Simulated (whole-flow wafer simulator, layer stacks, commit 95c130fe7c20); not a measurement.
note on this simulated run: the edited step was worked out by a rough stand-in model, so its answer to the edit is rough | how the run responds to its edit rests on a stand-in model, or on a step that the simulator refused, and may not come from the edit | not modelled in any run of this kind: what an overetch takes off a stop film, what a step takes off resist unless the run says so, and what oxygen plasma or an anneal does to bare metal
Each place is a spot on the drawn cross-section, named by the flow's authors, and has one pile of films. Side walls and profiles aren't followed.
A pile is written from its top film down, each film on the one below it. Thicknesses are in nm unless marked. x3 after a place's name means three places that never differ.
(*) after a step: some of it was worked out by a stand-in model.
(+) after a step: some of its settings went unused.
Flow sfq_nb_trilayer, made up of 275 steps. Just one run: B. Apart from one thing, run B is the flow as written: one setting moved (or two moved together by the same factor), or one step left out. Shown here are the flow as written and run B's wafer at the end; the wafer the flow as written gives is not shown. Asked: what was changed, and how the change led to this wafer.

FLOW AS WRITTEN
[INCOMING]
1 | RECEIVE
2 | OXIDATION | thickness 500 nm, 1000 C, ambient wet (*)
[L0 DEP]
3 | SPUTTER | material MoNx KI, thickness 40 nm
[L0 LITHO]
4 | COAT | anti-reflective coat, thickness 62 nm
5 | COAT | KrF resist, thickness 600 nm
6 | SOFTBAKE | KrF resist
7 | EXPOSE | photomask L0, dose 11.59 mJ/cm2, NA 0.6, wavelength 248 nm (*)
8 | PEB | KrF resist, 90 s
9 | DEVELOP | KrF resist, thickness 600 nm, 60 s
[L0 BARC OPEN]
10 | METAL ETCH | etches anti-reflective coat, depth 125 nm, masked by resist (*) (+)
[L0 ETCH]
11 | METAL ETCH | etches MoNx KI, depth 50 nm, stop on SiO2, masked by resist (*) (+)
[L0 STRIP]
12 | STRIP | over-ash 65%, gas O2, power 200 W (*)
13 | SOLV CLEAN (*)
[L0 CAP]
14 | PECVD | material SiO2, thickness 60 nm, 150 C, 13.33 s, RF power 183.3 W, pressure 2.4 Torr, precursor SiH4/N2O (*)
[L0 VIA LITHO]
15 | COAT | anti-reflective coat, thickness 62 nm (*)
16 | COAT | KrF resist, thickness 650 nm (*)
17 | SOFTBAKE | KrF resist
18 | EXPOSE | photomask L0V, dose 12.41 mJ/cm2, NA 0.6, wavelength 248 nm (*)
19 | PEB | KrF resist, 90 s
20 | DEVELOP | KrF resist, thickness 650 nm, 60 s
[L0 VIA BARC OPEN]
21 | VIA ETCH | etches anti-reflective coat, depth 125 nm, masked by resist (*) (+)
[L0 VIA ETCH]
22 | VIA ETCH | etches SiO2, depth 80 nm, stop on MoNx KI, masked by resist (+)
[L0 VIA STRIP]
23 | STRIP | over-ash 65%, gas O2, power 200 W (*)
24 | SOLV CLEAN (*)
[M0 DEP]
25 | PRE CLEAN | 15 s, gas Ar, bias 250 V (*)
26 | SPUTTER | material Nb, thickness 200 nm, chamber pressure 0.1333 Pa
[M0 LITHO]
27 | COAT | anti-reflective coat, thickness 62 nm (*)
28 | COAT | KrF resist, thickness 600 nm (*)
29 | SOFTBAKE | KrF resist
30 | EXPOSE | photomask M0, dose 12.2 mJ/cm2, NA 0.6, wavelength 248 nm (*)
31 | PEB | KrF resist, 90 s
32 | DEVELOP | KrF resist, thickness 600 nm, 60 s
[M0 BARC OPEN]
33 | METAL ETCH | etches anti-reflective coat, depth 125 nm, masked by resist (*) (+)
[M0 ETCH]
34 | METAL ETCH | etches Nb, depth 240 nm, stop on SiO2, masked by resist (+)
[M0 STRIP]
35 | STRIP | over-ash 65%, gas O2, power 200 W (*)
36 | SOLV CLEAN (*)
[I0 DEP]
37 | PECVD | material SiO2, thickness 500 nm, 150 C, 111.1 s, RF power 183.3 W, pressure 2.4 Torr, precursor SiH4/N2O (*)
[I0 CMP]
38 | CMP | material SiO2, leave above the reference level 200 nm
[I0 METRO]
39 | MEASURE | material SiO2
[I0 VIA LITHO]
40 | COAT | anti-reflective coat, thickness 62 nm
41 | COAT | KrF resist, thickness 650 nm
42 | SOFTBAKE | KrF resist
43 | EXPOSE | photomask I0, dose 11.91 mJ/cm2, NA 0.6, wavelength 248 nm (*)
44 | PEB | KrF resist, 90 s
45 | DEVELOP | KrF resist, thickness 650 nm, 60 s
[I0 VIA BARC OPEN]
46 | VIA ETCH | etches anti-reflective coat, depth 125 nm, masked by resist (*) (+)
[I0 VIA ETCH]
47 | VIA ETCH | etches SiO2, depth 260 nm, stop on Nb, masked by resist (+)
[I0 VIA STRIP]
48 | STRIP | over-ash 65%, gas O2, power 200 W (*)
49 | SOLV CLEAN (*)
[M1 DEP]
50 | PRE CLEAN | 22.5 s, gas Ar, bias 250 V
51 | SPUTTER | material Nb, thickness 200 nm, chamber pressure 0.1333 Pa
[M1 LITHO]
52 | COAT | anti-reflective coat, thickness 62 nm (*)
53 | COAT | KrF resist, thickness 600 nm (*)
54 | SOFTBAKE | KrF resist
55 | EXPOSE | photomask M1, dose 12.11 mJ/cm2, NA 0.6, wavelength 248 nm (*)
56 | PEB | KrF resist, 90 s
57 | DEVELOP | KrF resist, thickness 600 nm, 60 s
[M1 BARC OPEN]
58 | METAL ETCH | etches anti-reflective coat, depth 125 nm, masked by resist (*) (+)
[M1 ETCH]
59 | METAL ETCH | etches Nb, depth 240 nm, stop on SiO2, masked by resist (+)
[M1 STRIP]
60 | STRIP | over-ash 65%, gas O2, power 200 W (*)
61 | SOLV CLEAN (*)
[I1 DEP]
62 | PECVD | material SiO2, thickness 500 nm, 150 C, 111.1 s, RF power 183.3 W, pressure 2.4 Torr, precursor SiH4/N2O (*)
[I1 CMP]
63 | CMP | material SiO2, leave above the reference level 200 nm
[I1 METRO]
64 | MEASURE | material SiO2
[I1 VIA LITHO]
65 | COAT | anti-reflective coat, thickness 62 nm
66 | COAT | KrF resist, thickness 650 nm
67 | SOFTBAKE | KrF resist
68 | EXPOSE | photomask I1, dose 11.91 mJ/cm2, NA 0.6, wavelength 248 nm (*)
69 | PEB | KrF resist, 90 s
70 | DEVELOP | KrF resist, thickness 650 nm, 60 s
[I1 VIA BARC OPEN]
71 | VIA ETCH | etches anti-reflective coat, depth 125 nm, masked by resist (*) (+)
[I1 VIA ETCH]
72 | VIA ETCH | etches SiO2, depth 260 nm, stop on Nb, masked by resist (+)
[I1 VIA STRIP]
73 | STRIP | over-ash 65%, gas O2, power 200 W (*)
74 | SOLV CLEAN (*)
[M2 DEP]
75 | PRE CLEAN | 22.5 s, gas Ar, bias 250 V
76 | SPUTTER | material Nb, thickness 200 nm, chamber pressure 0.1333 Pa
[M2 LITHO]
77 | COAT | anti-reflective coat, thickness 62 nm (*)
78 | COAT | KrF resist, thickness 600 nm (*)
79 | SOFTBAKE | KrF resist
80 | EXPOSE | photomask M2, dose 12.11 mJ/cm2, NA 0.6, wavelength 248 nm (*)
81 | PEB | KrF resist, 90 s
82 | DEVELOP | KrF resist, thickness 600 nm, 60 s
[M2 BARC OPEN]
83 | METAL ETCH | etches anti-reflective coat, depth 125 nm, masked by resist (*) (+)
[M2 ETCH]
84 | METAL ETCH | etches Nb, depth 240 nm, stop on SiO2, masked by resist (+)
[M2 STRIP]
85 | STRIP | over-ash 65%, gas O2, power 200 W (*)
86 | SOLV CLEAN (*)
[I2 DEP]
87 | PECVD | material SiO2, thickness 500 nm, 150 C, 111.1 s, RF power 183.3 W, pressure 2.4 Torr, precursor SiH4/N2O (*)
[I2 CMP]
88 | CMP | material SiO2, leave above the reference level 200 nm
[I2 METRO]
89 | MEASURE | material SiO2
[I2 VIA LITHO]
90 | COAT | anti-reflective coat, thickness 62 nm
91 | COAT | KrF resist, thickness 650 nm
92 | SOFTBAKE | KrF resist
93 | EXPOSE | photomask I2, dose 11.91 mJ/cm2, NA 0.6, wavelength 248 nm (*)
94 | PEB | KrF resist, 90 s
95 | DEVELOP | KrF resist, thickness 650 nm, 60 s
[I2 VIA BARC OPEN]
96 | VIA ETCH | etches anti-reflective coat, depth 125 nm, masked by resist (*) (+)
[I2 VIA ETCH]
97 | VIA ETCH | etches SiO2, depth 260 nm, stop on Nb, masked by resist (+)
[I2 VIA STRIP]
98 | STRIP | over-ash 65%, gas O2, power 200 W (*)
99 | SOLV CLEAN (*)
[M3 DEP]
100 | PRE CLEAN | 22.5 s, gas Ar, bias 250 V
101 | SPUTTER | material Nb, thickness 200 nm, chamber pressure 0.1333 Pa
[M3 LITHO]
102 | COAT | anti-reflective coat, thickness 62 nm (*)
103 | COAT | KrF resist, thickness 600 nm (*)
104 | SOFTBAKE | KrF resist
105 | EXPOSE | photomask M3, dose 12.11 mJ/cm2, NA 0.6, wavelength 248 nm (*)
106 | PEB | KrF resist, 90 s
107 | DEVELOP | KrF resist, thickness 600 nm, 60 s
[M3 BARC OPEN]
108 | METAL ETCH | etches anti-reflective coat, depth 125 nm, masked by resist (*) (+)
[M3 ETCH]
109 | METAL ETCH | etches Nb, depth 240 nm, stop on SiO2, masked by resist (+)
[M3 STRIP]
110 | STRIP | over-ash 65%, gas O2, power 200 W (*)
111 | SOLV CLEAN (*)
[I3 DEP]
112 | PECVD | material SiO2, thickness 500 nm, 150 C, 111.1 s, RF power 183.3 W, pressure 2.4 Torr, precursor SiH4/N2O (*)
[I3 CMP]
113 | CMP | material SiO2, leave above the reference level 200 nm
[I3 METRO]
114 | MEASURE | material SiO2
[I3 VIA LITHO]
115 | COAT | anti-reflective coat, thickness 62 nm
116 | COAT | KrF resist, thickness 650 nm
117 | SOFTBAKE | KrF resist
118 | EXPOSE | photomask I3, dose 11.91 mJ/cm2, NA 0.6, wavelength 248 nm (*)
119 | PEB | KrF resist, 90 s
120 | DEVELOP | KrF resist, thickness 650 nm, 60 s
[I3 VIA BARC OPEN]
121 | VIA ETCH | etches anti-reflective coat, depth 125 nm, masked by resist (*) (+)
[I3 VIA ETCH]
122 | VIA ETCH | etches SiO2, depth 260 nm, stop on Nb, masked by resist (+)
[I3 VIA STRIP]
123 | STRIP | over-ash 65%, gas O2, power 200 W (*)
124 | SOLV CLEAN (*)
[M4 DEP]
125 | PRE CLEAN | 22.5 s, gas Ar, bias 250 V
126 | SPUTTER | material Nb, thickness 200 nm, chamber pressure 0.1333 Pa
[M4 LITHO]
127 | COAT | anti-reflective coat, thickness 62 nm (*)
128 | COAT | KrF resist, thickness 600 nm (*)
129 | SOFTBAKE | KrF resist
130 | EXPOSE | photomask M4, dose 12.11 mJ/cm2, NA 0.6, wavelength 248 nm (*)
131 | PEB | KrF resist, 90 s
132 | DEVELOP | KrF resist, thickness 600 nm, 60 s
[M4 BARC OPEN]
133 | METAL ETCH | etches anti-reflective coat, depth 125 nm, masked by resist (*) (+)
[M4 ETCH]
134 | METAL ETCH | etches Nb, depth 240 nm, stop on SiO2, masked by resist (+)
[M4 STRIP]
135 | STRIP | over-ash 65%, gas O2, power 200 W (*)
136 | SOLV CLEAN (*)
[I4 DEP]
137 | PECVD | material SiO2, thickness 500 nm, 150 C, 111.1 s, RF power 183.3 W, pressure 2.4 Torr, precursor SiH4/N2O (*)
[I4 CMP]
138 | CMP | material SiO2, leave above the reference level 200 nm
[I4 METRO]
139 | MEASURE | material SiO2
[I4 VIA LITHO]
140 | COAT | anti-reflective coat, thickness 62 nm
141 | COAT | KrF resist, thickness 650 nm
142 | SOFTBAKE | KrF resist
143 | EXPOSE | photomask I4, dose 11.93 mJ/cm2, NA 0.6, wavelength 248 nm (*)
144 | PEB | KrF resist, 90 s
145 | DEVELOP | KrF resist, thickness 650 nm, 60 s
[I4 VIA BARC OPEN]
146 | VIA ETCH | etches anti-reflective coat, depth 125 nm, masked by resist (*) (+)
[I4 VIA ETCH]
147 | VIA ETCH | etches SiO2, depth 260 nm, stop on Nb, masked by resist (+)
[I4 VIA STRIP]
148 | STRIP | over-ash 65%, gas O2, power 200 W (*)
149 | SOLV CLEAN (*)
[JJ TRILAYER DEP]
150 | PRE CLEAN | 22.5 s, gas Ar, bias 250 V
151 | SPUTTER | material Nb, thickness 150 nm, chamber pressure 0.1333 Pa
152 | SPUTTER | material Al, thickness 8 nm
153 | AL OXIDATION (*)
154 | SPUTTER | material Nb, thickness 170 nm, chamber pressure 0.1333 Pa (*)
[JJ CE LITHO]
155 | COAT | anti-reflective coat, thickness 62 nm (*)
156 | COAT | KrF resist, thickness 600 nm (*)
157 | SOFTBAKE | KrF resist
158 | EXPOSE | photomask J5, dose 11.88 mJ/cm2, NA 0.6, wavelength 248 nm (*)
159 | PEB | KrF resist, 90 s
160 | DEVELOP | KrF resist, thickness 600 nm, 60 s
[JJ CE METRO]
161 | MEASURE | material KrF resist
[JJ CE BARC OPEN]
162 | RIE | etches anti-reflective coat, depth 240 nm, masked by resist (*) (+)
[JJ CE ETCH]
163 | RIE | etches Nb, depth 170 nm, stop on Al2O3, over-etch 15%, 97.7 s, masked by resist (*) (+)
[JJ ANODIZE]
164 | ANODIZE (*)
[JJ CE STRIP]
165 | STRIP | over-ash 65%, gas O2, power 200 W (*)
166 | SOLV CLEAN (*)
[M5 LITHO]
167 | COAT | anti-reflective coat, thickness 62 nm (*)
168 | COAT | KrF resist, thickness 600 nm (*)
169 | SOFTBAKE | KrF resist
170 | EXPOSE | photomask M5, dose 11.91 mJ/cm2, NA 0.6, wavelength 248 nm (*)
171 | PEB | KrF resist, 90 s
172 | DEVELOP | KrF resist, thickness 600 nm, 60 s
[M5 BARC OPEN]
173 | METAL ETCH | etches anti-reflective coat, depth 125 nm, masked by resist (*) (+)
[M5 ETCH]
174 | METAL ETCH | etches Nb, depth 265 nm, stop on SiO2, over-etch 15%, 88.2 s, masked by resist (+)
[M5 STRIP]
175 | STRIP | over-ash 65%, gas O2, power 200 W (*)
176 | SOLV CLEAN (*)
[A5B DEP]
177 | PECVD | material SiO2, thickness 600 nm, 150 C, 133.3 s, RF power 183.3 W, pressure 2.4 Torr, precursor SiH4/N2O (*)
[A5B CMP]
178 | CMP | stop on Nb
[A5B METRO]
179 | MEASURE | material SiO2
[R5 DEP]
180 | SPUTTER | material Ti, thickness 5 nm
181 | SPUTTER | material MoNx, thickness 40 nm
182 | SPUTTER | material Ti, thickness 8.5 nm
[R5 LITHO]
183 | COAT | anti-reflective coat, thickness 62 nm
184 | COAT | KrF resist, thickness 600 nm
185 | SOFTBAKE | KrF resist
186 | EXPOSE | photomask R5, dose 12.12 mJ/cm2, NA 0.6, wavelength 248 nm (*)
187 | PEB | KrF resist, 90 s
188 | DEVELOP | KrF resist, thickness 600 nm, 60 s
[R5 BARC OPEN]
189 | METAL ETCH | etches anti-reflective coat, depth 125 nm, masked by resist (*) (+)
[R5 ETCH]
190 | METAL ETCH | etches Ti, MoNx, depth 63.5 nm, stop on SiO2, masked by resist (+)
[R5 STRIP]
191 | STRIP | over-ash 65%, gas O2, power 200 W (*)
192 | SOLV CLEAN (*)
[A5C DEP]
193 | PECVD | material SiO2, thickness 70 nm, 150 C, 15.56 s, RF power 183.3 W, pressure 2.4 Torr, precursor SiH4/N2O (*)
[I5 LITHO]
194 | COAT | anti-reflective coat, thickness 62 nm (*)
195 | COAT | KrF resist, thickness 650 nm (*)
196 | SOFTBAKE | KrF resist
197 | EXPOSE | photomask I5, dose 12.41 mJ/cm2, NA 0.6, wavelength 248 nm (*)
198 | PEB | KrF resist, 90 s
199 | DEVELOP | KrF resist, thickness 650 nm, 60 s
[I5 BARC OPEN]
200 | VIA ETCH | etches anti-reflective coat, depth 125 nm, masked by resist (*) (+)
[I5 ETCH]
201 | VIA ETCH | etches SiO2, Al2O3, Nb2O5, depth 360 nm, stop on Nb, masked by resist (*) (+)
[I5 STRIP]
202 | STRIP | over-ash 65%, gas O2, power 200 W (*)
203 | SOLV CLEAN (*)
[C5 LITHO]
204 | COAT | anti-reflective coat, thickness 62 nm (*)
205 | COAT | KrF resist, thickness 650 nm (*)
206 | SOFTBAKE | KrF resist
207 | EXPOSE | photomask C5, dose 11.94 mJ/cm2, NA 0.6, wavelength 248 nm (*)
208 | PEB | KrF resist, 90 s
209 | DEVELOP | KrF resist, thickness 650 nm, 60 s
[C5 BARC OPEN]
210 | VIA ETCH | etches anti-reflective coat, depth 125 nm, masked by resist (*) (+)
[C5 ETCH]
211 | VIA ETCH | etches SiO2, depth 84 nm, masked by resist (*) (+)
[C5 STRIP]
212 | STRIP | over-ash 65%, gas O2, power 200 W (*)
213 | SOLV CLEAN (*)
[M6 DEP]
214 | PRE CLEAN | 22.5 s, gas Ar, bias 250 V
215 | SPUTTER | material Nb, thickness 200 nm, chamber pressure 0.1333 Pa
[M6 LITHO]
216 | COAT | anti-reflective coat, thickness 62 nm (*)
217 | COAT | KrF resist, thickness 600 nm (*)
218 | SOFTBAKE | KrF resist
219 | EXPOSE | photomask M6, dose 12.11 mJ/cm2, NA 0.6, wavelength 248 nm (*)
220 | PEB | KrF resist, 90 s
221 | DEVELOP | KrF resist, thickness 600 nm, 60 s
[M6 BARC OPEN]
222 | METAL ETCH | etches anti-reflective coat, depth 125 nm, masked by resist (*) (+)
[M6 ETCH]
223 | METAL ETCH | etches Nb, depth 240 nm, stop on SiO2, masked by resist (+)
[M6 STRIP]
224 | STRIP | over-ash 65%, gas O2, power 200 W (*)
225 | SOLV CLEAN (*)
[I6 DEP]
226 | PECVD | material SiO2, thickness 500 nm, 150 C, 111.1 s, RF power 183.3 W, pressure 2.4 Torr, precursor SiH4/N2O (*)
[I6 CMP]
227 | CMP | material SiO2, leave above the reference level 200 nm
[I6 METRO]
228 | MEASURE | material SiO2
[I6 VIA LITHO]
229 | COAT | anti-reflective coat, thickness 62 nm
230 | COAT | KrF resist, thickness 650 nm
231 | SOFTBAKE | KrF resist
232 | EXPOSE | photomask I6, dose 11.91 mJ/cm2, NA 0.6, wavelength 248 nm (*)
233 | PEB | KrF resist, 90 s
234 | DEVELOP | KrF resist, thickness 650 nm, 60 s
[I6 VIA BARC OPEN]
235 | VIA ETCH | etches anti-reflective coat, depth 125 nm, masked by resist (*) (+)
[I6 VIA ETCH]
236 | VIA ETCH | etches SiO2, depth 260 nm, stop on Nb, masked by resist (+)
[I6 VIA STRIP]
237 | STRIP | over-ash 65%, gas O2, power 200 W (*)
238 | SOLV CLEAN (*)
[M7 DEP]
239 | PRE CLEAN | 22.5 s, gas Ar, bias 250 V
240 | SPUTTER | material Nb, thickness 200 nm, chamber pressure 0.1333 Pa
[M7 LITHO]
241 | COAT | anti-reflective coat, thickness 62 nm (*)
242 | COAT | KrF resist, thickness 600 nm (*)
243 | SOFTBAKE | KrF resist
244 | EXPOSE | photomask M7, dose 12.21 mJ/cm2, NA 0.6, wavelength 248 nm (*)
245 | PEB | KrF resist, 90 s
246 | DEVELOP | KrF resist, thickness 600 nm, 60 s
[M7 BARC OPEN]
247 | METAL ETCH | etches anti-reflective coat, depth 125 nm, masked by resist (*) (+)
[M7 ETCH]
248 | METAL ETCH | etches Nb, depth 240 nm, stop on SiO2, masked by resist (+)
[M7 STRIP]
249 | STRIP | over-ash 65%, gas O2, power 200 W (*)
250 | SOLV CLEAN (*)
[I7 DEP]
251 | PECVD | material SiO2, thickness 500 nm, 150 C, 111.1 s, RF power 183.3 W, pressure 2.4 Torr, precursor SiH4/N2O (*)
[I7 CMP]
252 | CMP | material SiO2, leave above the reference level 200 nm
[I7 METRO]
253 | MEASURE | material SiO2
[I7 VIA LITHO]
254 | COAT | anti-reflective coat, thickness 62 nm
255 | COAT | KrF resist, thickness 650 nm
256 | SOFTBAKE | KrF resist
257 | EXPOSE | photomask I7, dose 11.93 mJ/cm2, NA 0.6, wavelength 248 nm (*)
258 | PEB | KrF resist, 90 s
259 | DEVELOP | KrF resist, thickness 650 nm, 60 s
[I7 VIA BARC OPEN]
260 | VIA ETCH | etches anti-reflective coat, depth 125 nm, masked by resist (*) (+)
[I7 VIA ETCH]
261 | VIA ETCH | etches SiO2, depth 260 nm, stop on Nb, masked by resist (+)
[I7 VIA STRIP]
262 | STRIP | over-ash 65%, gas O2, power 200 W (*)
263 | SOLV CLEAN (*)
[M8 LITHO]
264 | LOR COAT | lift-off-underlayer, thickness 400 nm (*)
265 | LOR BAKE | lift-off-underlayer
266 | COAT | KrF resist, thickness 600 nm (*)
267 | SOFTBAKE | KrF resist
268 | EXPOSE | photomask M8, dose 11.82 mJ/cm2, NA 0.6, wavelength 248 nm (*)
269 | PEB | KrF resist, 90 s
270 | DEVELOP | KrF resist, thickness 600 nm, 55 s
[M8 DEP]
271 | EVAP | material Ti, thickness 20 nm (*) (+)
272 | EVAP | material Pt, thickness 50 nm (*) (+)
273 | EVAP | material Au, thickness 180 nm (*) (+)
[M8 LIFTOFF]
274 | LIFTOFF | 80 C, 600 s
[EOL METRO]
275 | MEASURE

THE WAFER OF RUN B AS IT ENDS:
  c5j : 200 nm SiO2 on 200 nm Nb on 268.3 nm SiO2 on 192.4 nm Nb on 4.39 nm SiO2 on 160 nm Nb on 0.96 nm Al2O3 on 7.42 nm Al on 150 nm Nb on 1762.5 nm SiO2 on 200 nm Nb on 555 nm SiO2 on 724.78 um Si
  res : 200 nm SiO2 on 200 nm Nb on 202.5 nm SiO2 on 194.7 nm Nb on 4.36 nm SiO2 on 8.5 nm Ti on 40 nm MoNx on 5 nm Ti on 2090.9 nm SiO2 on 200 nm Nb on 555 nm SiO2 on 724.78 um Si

Cause: step 211, VIA ETCH: depth 58 nm was run, while the flow as written has depth 84 nm.

The path from the change to this, step by step:
  211 | VIA ETCH | etches SiO2, depth 84 nm, masked by resist (*) (+)
      c5j: SiO2 loses 58 (as written it would have been: SiO2 loses 69.9 (all of it), Nb loses 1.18)
      res: SiO2 loses 58 (as written it would have been: SiO2 loses 69.9 (all of it))
      (also at 104 further places)
  214 | PRE CLEAN | 22.5 s, gas Ar, bias 250 V
      c5j: SiO2 loses 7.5 (as written it would have been: Nb loses 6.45)
      res: SiO2 loses 7.5 (as written it would have been: Ti loses 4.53)
  215 | SPUTTER | material Nb, thickness 200 nm, chamber pressure 0.1333 Pa
      c5j: Nb gains 192.4 (new film) (as written it would have been: Nb gains 188.4)
  216 | COAT | anti-reflective coat, thickness 62 nm (*)
      ce_l: anti-reflective coat gains 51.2 (new film) (as written it would have been: anti-reflective coat gains 48 (new film))
      c5j: anti-reflective coat gains 102.3 (new film) (as written it would have been: anti-reflective coat gains 110.7 (new film))
      (also at 2 further places)
  224 | STRIP | over-ash 65%, gas O2, power 200 W (*)
      ce_l: KrF resist loses 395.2 (all of it), anti-reflective coat loses 51.2 (all of it) (as written it would have been: KrF resist loses 397.1 (all of it), anti-reflective coat loses 48 (all of it))
      c5j: KrF resist loses 412.3 (all of it), anti-reflective coat loses 102.3 (all of it) (as written it would have been: KrF resist loses 418.3 (all of it), anti-reflective coat loses 110.7 (all of it))
      (also at 2 further places)
  226 | PECVD | material SiO2, thickness 500 nm, 150 C, 111.1 s, RF power 183.3 W, pressure 2.4 Torr, precursor SiH4/N2O (*)
      c5j: SiO2 gains 500 (new film) (as written it would have been: SiO2 gains 514.7 (new film))
  227 | CMP | material SiO2, leave above the reference level 200 nm
      res: SiO2 loses 290 (as written it would have been: SiO2 loses 279.4)
With metal films that touch counted as one body, c5j has 5 bodies (between them, from the top down: SiO2 268.3; SiO2 4.39; Al2O3 0.96; SiO2 1762.5); the flow as written gives 4 bodies (between them, from the top down: SiO2 284.2; Al2O3 0.96; SiO2 1762.5).
With metal films that touch counted as one body, res has 4 bodies (between them, from the top down: SiO2 202.5; SiO2 4.36; SiO2 2090.9); the flow as written gives 3 bodies (between them, from the top down: SiO2 213.1; SiO2 2090.9).
